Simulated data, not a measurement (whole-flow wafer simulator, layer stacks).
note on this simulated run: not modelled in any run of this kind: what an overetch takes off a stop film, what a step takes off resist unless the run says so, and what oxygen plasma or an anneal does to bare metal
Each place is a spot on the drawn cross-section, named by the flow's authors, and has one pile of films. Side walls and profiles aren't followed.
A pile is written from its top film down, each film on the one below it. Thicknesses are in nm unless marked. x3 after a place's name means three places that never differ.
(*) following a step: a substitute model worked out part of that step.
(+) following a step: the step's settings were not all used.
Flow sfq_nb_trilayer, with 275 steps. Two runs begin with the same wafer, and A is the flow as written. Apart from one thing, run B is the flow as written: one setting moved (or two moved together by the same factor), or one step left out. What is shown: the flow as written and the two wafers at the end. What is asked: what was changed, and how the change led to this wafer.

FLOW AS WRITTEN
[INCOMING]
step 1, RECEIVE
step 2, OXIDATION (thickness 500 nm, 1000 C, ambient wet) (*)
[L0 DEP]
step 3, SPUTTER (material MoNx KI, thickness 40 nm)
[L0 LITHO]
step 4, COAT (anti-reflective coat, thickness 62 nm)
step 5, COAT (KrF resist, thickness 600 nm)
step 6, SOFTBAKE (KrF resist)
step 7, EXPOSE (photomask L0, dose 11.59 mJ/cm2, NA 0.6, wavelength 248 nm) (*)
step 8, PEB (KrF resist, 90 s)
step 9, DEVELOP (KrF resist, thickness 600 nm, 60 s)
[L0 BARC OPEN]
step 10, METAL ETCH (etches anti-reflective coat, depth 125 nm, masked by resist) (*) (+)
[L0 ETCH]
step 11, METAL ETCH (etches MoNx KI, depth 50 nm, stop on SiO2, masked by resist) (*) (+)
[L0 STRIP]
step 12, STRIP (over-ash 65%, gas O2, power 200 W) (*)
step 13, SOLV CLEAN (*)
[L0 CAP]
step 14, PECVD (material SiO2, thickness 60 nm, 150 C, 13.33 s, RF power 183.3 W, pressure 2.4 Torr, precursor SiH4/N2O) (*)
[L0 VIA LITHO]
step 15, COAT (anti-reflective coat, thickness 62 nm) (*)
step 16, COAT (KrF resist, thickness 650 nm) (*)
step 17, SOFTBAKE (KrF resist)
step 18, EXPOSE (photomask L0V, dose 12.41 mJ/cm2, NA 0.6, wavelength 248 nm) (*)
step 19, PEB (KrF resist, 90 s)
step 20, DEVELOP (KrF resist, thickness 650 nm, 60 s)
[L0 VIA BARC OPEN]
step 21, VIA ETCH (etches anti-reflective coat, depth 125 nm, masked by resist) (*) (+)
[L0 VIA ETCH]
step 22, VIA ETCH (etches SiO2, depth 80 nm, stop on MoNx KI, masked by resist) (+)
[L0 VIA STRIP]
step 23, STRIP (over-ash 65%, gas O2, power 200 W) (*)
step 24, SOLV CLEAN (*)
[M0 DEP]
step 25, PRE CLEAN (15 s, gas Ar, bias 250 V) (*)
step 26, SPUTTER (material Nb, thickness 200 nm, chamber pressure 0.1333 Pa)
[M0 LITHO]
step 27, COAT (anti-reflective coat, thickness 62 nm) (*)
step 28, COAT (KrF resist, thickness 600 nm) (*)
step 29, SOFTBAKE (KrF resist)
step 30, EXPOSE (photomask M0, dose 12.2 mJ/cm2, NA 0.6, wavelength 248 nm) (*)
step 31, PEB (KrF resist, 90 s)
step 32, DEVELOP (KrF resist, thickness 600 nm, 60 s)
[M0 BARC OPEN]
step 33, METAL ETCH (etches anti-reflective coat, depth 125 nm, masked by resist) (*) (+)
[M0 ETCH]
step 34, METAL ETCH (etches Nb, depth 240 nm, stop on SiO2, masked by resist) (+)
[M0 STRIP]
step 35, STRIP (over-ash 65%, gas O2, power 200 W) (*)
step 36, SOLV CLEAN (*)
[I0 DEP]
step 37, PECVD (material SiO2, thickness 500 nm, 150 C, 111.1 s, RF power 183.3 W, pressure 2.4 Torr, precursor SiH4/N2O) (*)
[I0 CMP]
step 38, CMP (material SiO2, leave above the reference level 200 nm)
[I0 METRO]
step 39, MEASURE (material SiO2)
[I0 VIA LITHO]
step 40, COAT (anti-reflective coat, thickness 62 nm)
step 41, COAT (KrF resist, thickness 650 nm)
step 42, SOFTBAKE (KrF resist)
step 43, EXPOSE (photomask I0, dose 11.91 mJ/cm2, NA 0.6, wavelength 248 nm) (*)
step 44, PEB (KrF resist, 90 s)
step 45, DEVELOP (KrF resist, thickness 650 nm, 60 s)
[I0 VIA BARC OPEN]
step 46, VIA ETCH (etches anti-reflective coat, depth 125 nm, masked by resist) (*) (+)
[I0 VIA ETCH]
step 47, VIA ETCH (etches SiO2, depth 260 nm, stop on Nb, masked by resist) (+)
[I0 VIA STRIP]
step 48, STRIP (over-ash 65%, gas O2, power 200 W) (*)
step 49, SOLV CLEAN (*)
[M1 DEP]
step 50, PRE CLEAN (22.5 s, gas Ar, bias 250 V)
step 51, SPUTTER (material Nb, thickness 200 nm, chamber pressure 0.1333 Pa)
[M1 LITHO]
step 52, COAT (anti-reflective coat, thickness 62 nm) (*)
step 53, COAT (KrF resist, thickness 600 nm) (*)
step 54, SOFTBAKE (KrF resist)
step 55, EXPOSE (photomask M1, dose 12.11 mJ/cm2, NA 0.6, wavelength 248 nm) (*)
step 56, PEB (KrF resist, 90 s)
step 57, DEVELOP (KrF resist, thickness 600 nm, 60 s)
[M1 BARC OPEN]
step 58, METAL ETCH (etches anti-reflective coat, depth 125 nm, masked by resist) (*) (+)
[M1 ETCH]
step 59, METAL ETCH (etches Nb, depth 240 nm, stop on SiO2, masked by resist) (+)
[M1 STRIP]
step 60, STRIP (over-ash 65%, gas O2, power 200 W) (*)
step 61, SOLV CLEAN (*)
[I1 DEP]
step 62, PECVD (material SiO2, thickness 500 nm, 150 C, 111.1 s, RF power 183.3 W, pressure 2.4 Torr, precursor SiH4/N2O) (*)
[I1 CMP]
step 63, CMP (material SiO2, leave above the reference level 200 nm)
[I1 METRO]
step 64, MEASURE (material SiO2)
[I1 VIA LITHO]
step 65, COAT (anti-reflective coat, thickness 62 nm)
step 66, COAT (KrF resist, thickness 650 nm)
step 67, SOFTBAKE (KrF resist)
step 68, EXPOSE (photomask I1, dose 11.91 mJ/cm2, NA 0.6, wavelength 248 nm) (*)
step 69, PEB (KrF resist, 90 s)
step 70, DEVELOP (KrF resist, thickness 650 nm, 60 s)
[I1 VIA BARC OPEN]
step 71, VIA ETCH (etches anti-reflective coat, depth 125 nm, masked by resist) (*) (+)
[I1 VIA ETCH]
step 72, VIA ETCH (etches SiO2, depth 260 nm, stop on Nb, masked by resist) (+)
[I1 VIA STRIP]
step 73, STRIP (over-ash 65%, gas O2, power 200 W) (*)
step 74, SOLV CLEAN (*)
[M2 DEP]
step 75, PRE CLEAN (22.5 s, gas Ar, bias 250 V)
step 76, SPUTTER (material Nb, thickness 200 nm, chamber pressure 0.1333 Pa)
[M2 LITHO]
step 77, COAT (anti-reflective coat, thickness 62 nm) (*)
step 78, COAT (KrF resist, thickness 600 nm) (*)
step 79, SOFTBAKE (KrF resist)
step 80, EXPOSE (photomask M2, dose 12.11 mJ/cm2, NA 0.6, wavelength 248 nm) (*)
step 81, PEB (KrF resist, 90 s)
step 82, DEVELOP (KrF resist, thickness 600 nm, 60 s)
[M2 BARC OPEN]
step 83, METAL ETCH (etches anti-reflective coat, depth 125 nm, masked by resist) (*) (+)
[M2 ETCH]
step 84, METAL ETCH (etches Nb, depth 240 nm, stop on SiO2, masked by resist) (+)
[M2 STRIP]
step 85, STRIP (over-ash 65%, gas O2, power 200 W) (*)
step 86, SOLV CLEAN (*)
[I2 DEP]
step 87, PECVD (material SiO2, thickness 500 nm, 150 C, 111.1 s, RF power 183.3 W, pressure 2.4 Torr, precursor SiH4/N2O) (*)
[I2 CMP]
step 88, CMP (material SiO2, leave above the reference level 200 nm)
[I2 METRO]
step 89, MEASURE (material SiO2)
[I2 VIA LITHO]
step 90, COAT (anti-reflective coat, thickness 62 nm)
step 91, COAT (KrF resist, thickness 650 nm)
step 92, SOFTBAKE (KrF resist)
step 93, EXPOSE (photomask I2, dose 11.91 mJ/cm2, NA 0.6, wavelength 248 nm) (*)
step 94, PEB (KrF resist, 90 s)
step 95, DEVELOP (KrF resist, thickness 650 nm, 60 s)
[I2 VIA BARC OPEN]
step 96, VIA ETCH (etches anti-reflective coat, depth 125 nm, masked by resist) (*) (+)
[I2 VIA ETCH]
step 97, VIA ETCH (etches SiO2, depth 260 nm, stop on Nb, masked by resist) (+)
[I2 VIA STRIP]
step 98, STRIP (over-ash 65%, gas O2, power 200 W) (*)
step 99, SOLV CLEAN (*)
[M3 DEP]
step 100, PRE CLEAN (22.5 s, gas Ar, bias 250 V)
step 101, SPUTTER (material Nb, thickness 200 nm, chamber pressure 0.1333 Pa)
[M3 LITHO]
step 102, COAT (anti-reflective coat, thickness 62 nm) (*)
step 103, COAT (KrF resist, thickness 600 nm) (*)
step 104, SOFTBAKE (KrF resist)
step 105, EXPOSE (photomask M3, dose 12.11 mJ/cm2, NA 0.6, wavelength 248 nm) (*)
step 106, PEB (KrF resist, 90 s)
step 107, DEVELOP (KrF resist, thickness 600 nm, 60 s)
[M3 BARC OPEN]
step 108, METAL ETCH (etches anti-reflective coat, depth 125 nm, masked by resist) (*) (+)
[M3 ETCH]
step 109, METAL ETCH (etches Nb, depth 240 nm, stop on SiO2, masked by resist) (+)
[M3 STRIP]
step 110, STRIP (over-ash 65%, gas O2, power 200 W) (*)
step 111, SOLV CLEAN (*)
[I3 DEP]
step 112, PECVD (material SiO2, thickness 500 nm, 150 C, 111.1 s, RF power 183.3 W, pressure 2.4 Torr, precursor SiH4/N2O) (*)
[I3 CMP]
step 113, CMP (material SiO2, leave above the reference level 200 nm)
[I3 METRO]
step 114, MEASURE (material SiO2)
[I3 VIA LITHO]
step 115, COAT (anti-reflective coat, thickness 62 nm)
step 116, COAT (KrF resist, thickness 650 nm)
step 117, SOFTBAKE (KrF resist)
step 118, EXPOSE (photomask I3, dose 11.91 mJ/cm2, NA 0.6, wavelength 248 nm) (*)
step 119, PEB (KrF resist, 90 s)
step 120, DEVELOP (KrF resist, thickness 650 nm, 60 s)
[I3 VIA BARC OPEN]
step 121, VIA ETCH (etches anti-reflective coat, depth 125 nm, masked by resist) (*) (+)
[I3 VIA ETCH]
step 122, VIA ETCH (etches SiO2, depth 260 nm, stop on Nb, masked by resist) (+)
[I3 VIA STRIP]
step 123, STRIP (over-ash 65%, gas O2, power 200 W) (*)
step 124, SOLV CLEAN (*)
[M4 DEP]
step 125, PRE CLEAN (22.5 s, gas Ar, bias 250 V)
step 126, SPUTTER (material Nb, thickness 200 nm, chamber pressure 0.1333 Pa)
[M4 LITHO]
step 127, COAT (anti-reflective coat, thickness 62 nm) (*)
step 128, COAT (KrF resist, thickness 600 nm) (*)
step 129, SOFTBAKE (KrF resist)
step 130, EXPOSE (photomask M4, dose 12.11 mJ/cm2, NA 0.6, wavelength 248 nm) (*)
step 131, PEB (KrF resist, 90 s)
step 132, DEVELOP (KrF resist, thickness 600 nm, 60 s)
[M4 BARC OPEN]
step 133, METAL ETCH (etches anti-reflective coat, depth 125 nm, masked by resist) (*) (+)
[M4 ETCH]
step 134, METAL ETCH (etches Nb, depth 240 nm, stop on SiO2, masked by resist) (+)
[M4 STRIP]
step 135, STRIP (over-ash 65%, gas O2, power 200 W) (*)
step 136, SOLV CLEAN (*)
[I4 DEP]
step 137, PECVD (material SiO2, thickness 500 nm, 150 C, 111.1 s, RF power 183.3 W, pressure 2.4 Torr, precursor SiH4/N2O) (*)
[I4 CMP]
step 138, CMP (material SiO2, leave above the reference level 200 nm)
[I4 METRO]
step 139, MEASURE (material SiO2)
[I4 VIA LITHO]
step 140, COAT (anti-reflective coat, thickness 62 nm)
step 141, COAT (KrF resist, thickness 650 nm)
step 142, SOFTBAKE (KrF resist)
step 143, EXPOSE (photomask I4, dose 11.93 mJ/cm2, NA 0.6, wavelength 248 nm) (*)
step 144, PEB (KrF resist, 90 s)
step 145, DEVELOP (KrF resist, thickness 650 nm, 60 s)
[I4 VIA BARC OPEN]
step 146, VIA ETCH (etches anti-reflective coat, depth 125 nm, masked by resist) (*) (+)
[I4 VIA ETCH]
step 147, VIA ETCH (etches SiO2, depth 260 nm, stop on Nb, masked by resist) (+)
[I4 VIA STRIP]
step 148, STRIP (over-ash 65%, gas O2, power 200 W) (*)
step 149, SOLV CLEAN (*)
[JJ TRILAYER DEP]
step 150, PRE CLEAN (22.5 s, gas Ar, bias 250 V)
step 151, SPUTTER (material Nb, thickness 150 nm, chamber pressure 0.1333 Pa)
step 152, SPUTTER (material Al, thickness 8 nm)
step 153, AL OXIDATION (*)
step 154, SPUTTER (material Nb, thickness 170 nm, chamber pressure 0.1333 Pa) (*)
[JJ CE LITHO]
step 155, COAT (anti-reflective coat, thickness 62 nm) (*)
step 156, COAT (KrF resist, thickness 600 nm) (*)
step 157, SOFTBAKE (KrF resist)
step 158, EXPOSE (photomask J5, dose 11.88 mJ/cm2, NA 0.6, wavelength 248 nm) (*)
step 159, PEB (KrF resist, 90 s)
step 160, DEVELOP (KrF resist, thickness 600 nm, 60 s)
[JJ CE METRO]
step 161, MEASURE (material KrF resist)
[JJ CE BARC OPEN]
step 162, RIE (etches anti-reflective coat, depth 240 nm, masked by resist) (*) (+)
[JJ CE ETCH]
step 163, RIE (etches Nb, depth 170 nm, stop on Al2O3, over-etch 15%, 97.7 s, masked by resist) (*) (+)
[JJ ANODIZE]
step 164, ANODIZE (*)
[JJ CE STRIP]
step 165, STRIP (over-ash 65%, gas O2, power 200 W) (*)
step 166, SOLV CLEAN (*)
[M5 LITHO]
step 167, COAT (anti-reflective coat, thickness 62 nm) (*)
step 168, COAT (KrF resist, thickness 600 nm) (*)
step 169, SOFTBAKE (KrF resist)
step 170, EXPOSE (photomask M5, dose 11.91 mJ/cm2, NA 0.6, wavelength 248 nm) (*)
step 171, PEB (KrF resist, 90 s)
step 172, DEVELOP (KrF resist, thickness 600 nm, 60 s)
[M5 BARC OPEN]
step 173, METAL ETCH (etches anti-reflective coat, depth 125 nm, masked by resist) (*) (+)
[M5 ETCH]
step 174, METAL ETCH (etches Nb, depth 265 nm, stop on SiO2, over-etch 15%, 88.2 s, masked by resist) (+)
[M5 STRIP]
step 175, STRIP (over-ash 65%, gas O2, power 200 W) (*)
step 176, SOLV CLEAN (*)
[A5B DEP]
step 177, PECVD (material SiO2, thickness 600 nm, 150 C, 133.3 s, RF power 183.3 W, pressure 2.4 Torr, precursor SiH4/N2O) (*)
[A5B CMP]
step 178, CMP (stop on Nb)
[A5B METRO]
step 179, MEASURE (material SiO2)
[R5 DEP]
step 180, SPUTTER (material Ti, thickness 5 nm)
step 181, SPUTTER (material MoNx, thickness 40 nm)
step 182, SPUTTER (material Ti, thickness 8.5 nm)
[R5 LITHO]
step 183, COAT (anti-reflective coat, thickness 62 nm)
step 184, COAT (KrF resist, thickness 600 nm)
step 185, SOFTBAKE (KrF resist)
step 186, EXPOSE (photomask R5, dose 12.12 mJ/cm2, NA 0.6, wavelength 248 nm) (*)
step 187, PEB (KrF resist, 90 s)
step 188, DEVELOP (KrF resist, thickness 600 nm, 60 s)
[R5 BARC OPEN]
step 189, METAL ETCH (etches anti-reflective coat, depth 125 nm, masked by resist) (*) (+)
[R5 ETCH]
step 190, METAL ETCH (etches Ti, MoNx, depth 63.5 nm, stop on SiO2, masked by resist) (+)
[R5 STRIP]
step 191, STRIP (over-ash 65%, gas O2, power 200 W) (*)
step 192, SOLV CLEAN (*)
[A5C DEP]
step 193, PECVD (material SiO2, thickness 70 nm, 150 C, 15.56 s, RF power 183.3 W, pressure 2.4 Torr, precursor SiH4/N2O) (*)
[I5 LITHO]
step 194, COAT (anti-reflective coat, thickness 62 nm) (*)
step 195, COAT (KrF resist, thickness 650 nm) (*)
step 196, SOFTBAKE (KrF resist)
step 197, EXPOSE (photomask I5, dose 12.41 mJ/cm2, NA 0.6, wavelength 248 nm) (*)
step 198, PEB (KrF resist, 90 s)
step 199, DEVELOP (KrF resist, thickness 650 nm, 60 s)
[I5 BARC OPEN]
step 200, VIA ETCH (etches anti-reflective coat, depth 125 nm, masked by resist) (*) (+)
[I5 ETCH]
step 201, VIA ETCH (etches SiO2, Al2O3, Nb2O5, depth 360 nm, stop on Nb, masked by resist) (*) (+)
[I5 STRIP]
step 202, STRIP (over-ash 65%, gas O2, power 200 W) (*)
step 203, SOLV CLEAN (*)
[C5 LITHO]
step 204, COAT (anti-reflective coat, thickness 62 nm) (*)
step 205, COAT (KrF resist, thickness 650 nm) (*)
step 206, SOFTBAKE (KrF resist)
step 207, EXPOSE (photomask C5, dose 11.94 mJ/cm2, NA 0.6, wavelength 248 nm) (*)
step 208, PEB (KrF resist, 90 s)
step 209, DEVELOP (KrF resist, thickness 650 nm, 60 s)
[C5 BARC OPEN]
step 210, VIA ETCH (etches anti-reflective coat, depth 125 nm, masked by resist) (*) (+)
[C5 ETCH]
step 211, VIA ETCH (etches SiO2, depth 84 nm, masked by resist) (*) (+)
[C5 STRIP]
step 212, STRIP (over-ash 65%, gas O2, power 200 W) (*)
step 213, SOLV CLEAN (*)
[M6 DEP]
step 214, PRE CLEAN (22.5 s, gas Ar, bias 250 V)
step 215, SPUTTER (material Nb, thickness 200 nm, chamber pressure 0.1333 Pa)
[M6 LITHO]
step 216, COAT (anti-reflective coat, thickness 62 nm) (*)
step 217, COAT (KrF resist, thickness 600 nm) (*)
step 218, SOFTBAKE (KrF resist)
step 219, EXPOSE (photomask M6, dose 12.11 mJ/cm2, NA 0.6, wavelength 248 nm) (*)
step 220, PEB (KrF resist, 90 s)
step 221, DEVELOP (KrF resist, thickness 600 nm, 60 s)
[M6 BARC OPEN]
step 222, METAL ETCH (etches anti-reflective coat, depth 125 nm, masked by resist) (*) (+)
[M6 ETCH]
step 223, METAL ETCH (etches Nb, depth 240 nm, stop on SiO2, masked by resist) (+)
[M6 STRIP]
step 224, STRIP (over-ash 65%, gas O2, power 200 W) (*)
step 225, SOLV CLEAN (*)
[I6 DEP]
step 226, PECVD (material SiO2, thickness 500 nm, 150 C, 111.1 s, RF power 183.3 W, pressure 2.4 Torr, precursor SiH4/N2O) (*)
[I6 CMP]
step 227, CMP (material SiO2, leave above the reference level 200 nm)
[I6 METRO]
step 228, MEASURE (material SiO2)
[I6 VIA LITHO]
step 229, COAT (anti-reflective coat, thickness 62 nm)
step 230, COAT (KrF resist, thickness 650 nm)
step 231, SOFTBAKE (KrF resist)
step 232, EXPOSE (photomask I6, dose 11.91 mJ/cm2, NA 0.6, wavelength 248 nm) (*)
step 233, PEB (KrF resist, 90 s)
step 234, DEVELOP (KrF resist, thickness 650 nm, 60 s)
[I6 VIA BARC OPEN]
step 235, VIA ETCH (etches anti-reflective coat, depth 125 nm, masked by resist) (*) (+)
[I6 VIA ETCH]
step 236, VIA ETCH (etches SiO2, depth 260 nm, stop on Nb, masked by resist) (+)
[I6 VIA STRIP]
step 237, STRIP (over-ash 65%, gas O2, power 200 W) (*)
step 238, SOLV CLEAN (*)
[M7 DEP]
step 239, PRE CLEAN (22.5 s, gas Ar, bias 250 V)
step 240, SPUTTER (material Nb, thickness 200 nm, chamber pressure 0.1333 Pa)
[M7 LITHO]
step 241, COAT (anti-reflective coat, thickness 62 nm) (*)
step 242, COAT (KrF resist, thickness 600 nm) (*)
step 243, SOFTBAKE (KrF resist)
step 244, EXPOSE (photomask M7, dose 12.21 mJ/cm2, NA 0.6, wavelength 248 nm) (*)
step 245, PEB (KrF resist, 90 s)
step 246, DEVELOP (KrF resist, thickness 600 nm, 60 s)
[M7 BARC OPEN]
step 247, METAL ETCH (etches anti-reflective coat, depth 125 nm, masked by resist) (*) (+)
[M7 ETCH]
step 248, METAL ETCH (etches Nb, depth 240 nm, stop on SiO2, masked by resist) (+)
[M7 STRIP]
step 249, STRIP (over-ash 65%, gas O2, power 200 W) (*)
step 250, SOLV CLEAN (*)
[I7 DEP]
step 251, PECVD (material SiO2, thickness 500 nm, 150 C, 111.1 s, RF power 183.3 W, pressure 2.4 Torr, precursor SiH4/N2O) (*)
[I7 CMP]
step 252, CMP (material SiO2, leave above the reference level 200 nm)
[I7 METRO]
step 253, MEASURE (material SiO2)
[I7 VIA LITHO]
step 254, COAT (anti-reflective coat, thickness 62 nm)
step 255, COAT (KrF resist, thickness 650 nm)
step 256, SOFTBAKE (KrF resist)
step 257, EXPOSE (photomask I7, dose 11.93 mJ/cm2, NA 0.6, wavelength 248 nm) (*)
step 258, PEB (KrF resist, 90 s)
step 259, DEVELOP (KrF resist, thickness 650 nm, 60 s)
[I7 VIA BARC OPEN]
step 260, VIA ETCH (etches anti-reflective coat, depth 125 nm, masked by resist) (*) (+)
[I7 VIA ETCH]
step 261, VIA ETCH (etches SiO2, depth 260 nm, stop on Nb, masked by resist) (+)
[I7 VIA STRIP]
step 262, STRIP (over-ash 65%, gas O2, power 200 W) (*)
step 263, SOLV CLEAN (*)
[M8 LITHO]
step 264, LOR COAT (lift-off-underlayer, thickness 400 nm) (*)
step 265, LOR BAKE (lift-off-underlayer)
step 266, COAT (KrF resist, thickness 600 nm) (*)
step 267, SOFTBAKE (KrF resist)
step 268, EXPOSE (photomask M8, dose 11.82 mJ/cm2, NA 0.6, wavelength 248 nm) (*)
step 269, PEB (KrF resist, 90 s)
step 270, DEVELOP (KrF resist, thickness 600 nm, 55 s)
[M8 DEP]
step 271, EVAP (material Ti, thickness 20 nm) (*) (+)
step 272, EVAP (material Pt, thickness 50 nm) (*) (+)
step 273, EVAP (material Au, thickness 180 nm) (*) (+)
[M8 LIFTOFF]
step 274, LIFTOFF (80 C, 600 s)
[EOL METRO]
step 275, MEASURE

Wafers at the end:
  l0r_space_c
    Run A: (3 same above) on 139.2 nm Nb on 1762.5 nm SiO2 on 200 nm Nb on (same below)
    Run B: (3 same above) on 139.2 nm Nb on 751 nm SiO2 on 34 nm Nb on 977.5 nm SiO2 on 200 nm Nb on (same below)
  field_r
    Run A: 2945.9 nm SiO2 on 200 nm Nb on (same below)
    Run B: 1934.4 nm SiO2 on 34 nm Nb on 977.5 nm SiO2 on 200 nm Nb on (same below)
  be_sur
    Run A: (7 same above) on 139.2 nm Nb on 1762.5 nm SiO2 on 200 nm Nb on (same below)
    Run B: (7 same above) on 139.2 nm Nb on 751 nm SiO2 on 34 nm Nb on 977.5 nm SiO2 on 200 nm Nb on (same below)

What caused this: step 109, METAL ETCH: depth 166 nm was run, while the flow as written has depth 240 nm.

Step by step, how the change led to this:
  step 109, METAL ETCH (etches Nb, depth 240 nm, stop on SiO2, masked by resist) (+)
      field_l, be, be_sur and 72 more: A -200 Nb (all of it) | B -166 Nb
      v_sur, via_wl, via_w and 28 more: A -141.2 KrF resist | B -97.6 KrF resist
  step 110, STRIP (over-ash 65%, gas O2, power 200 W) (*)
      p4_w1, p4_w2, p4_w3 and 21 more: A -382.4 KrF resist (all of it), -62 anti-reflective coat (all of it) | B -425.9 KrF resist (all of it), -62 anti-reflective coat (all of it)
      v_sur: A -365.3 KrF resist (all of it), -61.1 anti-reflective coat (all of it) | B -408.8 KrF resist (all of it), -61.1 anti-reflective coat (all of it)
      (as well as at 6 more places)
  step 112, PECVD (material SiO2, thickness 500 nm, 150 C, 111.1 s, RF power 183.3 W, pressure 2.4 Torr, precursor SiH4/N2O) (*)
      field_l, be, be_sur and 64 more: A +500 SiO2 | B +500 SiO2 (new film)
      p4_g1, p4_g2, p3_s0, p3_s1, p3_s2, p3_s3, p3_s4, p3_s5: A +557.1 SiO2 | B +523.1 SiO2 (new film)
  step 113, CMP (material SiO2, leave above the reference level 200 nm)
      field_l, be, be_sur and 64 more: A -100 SiO2 | B -134 SiO2
With metal films that touch counted as one body, l0r_space_c has 3 bodies (between them, from the top down: SiO2 751; SiO2 977.5); the flow as written gives 2 bodies (between them, from the top down: SiO2 1762.5).
With metal films that touch counted as one body, field_r has 2 bodies (between them, from the top down: SiO2 977.5); the flow as written gives 1 body.
With metal films that touch counted as one body, be_sur has 5 bodies (between them, from the top down: SiO2 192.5; SiO2 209 / Al2O3 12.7 / Nb2O5 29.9; SiO2 751; SiO2 977.5); the flow as written gives 4 bodies (between them, from the top down: SiO2 192.5; SiO2 209 / Al2O3 12.7 / Nb2O5 29.9; SiO2 1762.5).
